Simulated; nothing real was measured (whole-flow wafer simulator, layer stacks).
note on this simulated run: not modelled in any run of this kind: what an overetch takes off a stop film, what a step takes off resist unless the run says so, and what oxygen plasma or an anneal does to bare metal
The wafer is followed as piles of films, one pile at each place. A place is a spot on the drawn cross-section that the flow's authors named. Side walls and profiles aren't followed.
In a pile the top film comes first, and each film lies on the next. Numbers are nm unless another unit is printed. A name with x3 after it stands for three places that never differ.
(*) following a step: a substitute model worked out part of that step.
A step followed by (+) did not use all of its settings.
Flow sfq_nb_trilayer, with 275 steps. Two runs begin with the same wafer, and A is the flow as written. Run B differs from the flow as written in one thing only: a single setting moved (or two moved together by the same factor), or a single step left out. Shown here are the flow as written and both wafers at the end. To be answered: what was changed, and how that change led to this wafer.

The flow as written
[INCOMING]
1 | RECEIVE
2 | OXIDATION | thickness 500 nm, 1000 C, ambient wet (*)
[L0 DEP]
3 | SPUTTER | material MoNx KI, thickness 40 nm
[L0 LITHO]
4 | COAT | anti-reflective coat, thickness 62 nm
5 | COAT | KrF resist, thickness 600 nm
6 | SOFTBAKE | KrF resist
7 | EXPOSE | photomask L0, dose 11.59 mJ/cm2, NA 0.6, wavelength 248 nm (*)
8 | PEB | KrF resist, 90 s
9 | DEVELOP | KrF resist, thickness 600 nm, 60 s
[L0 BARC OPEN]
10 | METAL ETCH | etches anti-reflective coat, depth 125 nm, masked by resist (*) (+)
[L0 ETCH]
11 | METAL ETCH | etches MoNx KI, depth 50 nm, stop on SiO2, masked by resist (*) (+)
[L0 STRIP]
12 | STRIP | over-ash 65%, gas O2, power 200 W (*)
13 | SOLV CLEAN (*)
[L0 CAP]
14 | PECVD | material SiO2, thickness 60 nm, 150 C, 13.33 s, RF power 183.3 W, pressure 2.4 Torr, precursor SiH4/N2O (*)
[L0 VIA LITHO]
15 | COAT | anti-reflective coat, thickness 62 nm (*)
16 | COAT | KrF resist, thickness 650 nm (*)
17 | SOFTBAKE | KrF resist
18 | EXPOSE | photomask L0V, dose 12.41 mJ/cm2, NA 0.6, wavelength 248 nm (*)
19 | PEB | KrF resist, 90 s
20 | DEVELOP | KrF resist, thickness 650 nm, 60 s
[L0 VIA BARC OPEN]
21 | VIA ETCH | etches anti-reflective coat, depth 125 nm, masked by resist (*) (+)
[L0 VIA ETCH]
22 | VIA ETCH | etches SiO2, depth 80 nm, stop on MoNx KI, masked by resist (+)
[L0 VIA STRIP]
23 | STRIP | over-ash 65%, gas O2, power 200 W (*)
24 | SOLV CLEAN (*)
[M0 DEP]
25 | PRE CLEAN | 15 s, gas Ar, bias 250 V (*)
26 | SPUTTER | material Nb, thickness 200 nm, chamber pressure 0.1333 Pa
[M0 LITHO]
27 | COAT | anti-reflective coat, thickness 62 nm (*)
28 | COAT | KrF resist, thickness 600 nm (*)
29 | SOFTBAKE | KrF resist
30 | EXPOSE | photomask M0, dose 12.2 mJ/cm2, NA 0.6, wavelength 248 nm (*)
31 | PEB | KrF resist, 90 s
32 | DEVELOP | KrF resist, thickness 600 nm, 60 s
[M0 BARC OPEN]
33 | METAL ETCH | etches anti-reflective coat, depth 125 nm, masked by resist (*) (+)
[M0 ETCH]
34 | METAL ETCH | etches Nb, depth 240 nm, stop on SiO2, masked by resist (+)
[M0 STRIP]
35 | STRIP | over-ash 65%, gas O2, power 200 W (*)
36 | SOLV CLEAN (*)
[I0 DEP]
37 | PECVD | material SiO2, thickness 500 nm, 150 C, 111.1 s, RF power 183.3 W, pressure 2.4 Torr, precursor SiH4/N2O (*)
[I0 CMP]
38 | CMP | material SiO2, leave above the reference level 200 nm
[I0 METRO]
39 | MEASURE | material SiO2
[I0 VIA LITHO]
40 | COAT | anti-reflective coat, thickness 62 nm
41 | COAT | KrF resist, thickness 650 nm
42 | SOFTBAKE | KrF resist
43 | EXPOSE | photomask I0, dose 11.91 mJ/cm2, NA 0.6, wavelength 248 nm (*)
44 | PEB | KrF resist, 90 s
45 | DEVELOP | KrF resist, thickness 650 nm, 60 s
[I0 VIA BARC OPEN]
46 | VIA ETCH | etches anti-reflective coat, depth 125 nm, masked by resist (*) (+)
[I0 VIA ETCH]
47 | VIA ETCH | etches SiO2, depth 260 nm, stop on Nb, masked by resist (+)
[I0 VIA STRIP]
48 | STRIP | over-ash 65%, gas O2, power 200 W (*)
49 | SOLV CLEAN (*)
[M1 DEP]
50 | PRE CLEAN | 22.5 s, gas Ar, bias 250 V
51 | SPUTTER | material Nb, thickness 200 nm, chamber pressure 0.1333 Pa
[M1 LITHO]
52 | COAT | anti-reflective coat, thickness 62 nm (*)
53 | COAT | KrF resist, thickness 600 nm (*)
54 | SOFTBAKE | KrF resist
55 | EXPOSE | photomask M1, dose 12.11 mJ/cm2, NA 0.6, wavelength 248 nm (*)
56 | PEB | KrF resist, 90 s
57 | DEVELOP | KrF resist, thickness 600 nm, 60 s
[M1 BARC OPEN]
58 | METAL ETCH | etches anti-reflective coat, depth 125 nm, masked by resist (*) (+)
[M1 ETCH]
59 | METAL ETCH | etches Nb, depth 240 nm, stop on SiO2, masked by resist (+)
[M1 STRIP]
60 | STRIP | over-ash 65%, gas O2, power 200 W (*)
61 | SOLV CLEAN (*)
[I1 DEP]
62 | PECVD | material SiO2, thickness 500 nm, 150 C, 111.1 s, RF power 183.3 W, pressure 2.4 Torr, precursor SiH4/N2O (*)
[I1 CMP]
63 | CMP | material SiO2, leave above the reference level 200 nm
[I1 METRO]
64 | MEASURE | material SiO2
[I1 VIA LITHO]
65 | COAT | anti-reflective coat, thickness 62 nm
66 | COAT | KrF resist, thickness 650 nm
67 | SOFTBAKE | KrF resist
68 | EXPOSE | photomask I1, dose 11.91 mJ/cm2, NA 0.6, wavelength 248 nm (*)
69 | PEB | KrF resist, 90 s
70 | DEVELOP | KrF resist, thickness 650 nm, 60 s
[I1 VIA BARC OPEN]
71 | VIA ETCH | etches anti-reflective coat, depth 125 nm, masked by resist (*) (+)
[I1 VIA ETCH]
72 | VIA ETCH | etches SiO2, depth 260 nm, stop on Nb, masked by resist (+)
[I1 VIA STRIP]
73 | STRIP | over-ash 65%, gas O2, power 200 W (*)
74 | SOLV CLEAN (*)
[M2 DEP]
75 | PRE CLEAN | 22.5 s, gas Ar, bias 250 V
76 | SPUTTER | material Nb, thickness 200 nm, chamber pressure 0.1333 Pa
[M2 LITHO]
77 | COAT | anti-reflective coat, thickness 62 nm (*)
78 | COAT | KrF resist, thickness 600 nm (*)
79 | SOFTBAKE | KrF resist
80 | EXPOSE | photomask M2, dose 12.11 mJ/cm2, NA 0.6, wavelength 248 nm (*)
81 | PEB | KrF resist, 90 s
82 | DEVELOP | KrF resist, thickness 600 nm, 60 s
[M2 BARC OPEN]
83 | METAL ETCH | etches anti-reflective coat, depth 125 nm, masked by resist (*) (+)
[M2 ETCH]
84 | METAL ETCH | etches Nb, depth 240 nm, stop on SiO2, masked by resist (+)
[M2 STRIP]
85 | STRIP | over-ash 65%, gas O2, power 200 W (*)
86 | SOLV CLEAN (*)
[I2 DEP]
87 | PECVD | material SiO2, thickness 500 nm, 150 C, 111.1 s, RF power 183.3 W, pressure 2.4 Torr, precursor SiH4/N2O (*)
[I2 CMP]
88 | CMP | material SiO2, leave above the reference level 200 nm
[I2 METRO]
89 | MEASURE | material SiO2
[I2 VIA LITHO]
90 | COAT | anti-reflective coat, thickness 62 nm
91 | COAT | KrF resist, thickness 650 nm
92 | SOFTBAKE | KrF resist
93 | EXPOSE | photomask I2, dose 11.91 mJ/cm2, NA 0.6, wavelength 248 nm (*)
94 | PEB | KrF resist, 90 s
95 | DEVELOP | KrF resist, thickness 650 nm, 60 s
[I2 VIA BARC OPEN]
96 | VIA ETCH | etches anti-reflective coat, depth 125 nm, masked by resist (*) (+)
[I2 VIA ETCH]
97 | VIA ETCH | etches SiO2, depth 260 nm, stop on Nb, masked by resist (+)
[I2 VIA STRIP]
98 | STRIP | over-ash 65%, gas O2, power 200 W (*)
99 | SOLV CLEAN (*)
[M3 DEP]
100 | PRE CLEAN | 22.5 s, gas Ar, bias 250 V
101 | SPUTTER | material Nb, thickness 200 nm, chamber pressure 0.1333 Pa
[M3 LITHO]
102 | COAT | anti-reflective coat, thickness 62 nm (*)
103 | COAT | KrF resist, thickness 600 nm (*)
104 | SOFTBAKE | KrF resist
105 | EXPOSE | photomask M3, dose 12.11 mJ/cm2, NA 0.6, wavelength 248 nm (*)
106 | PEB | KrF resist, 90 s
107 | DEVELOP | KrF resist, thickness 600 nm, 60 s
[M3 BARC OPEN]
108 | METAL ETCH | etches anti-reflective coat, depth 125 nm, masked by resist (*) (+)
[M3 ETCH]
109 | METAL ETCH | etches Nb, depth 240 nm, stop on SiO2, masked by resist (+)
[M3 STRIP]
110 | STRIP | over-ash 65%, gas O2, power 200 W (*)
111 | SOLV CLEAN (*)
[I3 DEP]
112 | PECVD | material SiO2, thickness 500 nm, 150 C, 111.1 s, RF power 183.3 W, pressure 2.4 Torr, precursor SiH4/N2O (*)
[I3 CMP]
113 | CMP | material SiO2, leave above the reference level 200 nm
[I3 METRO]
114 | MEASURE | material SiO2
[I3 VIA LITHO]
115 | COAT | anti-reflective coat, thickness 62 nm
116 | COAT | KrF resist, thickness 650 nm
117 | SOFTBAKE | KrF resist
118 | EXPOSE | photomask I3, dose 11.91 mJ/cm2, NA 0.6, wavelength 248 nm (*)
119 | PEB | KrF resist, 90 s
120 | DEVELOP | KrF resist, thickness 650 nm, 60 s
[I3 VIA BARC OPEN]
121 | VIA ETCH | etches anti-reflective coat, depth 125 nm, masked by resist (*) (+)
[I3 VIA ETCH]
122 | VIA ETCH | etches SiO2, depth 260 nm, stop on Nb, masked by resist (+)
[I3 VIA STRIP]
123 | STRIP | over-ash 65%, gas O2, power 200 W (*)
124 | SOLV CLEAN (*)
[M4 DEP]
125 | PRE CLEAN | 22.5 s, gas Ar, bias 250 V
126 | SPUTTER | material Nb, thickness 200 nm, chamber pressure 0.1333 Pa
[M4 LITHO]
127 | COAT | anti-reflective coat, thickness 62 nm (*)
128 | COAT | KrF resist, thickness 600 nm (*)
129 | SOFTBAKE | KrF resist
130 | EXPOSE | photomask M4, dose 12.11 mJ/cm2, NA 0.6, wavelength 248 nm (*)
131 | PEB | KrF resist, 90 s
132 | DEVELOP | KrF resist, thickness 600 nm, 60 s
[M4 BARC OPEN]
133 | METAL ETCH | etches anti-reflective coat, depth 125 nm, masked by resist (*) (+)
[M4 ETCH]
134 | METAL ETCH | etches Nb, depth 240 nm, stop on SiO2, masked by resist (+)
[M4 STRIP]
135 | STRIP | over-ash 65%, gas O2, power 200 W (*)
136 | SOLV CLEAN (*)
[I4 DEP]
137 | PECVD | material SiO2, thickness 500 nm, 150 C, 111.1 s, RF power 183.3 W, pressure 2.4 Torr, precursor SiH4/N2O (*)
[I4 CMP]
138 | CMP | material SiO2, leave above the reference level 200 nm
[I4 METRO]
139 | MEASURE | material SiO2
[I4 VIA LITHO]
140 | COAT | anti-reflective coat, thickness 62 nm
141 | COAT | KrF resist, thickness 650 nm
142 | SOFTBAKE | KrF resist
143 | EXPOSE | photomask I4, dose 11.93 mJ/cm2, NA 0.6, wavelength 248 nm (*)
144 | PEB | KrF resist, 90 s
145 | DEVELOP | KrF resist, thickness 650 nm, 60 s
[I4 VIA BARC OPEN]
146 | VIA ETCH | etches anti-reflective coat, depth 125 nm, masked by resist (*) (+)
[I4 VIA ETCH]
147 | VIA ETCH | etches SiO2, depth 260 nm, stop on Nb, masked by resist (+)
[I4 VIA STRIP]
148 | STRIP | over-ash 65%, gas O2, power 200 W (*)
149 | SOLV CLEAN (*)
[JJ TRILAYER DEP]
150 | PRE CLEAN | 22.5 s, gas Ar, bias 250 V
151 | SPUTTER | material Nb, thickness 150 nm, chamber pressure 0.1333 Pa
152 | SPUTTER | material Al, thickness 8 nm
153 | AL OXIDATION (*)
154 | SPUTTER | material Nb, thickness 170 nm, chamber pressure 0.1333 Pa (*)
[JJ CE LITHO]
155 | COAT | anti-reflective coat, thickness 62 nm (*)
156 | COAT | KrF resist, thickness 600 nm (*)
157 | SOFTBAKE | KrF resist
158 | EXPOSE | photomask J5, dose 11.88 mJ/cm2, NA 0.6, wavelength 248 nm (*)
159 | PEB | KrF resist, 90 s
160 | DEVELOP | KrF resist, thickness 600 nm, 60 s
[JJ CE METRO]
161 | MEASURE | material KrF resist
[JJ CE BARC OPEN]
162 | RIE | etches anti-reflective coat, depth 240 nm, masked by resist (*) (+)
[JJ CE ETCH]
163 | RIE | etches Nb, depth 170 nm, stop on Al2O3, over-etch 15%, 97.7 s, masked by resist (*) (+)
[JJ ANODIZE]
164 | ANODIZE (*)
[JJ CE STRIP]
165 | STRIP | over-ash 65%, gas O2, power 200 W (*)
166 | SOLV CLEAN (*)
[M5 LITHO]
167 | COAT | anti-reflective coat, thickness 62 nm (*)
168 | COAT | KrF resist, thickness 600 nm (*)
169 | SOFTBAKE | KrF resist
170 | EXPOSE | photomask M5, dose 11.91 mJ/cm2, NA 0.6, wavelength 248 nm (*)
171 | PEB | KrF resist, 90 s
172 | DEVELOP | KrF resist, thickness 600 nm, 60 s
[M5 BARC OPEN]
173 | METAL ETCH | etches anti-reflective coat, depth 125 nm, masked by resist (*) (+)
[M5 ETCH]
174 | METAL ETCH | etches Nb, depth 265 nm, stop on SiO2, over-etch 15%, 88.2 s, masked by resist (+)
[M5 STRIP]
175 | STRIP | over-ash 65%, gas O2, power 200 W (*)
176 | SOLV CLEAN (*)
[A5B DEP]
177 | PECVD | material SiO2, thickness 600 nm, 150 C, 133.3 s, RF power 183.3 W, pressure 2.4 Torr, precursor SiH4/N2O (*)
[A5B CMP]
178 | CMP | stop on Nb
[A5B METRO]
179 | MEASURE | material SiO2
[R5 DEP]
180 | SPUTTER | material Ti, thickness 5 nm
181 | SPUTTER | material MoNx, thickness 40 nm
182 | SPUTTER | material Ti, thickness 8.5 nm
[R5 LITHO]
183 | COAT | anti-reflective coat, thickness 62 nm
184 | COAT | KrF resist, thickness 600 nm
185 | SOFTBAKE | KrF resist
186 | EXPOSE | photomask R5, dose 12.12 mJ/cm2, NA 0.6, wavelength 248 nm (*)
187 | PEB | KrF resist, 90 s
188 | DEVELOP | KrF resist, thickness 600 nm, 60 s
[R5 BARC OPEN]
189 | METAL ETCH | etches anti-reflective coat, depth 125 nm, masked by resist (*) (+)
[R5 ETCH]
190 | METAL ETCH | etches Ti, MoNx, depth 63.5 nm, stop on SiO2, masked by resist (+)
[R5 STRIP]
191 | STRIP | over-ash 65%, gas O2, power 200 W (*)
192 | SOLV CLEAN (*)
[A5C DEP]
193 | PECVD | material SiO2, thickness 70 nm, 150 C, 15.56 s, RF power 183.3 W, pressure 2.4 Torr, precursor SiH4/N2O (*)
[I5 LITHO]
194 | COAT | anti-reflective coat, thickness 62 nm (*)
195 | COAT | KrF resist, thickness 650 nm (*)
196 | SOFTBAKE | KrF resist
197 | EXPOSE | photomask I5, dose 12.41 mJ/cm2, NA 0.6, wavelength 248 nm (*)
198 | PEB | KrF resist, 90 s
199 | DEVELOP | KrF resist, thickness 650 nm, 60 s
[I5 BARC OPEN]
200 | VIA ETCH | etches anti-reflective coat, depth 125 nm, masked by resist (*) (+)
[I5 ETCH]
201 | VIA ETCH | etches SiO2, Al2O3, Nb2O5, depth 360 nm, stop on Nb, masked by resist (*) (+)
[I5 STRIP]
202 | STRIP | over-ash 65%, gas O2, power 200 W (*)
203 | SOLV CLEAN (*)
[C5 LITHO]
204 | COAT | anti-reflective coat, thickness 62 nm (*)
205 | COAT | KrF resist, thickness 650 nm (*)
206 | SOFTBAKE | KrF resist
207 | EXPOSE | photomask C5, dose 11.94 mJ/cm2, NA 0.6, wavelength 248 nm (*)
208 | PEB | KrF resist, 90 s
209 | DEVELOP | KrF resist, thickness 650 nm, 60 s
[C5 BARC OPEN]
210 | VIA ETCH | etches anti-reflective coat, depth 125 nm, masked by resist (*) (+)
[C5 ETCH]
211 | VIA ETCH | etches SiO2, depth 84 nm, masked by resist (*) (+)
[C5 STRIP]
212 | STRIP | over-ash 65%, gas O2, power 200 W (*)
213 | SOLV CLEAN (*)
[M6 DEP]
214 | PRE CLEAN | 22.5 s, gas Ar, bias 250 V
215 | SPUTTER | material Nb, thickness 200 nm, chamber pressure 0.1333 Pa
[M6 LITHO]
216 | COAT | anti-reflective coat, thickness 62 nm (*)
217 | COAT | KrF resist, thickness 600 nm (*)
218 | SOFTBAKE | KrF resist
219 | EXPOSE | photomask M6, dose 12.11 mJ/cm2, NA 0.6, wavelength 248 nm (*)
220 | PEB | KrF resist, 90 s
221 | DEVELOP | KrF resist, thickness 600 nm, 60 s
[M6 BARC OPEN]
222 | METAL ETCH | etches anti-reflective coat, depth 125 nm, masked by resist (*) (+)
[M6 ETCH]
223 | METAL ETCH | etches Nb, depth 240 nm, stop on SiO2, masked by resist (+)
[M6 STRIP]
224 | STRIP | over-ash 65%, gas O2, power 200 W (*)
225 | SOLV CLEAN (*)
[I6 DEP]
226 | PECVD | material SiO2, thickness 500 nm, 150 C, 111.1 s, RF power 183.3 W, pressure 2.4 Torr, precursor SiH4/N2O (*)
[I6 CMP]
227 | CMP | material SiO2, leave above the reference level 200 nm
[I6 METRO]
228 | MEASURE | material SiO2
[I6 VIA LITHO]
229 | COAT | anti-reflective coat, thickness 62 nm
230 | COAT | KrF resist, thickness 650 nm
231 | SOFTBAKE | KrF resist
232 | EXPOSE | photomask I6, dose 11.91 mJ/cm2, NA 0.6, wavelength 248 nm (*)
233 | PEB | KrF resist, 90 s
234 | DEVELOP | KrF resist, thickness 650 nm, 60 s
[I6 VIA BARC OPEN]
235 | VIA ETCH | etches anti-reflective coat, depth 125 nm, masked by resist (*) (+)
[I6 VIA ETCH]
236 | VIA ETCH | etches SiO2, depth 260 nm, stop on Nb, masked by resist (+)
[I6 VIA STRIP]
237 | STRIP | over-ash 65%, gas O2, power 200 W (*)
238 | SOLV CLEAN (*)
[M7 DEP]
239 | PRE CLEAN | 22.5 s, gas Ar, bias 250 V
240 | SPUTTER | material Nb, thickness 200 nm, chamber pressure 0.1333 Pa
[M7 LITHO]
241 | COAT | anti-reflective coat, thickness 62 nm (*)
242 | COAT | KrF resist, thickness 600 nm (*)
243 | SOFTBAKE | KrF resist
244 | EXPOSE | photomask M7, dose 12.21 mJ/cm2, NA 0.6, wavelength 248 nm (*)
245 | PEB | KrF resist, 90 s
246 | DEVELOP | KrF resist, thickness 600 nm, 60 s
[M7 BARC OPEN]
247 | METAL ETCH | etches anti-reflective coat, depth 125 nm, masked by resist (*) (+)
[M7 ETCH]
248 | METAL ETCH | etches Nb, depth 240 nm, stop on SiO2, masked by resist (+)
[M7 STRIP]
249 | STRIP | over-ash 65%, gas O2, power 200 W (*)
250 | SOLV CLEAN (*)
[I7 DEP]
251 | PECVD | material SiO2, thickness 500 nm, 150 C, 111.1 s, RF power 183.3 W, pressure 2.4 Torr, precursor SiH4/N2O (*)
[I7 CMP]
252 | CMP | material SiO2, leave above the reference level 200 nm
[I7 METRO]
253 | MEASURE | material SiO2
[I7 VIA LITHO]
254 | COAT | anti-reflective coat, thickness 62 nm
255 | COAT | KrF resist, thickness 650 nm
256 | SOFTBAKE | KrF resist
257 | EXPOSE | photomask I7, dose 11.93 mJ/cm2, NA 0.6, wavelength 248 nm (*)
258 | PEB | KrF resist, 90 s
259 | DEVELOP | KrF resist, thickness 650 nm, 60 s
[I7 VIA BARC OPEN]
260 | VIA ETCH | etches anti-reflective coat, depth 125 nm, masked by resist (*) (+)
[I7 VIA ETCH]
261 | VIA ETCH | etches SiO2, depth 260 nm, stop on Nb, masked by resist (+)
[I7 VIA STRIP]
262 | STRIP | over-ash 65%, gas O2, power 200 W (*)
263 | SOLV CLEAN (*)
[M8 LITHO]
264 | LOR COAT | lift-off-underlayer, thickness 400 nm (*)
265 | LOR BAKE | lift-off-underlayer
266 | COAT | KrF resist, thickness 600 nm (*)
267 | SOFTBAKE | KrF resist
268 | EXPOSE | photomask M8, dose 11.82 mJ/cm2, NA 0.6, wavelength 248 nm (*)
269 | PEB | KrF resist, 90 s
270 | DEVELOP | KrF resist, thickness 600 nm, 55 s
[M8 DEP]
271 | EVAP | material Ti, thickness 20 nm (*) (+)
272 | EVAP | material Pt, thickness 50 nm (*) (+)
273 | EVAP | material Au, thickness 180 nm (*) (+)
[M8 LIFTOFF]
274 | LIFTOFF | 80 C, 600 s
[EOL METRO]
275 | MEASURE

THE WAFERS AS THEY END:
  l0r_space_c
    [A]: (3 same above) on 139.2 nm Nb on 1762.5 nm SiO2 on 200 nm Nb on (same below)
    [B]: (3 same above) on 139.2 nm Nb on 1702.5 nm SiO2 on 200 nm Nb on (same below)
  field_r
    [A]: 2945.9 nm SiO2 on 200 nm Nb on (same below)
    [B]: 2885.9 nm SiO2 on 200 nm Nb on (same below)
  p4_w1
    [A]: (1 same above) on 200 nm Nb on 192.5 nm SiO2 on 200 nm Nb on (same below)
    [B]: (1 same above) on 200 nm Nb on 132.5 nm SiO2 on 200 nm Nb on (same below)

What caused this: step 113, CMP: leave above the reference level 140 nm was run, while the flow as written has leave above the reference level 200 nm.

The path from the change to this, step by step:
  113 | CMP | material SiO2, leave above the reference level 200 nm
      field_l, be, be_sur and 64 more: A -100 SiO2 | B -160 SiO2
      v_sur, via_wl, via_wr and 27 more: A -300 SiO2 | B -360 SiO2
      (as well as at 9 more places)
  122 | VIA ETCH | etches SiO2, depth 260 nm, stop on Nb, masked by resist (+)
      field_l, v_sur, via_wl and 102 more: A -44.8 KrF resist | B -36.2 KrF resist
      via_v: A -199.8 SiO2 (all of it) | B -139.8 SiO2 (all of it)
  126 | SPUTTER | material Nb, thickness 200 nm, chamber pressure 0.1333 Pa
      via_v: A +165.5 Nb | B +178.7 Nb
  127 | COAT | anti-reflective coat, thickness 62 nm (*)
      via_sp: A +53 anti-reflective coat (new film) | B +54.2 anti-reflective coat (new film)
      via_v: A +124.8 anti-reflective coat (new film) | B +110.7 anti-reflective coat (new film)
      (as well as at 1 more place)
  128 | COAT | KrF resist, thickness 600 nm (*)
      via_v: A +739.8 KrF resist (new film) | B +690.4 KrF resist (new film)
  135 | STRIP | over-ash 65%, gas O2, power 200 W (*)
      via_sp: A -373.9 KrF resist (all of it), -53 anti-reflective coat (all of it) | B -377.9 KrF resist (all of it), -54.2 anti-reflective coat (all of it)
      via_v: A -521.8 KrF resist (all of it), -124.8 anti-reflective coat (all of it) | B -472.6 KrF resist (all of it), -110.7 anti-reflective coat (all of it)
      (as well as at 1 more place)
  137 | PECVD | material SiO2, thickness 500 nm, 150 C, 111.1 s, RF power 183.3 W, pressure 2.4 Torr, precursor SiH4/N2O (*)
      via_v: A +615 SiO2 (new film) | B +517.3 SiO2 (new film)
  138 | CMP | material SiO2, leave above the reference level 200 nm
      via_v: A -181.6 SiO2 | B -157.1 SiO2
